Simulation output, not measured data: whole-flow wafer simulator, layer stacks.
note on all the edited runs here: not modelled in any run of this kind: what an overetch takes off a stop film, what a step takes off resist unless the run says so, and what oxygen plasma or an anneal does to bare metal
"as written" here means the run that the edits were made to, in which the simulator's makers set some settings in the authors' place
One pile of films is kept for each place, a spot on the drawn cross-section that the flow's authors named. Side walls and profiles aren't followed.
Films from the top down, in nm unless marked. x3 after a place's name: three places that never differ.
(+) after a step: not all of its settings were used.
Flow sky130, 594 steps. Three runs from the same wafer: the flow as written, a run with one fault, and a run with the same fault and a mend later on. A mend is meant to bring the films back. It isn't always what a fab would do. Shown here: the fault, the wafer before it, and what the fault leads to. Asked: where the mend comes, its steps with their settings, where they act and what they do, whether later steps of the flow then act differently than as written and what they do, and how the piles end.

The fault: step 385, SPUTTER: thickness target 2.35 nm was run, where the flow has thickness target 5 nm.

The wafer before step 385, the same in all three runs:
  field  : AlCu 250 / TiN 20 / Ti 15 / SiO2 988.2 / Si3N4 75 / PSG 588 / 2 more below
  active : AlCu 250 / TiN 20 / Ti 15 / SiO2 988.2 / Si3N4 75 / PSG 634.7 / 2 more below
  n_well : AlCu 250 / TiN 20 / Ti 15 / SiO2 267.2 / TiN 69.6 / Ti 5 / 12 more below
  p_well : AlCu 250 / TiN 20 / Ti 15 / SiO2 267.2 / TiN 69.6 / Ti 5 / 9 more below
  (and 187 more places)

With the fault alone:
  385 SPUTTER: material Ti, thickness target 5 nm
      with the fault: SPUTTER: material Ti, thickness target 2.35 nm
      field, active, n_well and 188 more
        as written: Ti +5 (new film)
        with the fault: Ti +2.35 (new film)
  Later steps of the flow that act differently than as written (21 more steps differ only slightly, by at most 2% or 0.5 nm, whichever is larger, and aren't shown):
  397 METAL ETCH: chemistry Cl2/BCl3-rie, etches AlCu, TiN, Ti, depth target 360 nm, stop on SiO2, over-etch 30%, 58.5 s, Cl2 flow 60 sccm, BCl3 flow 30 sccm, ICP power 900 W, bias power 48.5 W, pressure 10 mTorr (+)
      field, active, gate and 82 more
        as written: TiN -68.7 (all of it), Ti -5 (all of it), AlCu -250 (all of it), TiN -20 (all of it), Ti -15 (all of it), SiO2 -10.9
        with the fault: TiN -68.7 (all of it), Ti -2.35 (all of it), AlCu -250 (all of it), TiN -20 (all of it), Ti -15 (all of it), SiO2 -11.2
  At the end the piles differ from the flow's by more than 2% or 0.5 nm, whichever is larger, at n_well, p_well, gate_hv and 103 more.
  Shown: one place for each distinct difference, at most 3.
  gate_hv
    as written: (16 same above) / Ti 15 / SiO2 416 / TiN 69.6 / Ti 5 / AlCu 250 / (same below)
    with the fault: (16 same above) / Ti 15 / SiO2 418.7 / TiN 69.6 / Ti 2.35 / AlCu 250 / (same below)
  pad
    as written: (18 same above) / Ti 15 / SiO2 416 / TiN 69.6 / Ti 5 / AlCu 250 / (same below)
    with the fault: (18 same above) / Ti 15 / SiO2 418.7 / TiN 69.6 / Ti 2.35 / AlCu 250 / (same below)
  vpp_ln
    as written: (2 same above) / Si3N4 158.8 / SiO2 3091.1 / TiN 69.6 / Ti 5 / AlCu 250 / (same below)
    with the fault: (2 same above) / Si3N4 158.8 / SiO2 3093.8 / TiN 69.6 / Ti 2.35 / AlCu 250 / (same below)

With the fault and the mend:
  The mend comes after step 385.
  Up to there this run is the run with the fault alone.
  385a SPUTTER: material Ti, thickness target 2.65 nm (the flow's step 385 once more, with other settings)
      field, active, n_well and 188 more
        Ti +2.65
  No later step of the flow acts differently than as written at any place that is followed.
  At the end the piles are the same as the flow's at every place that both follow.
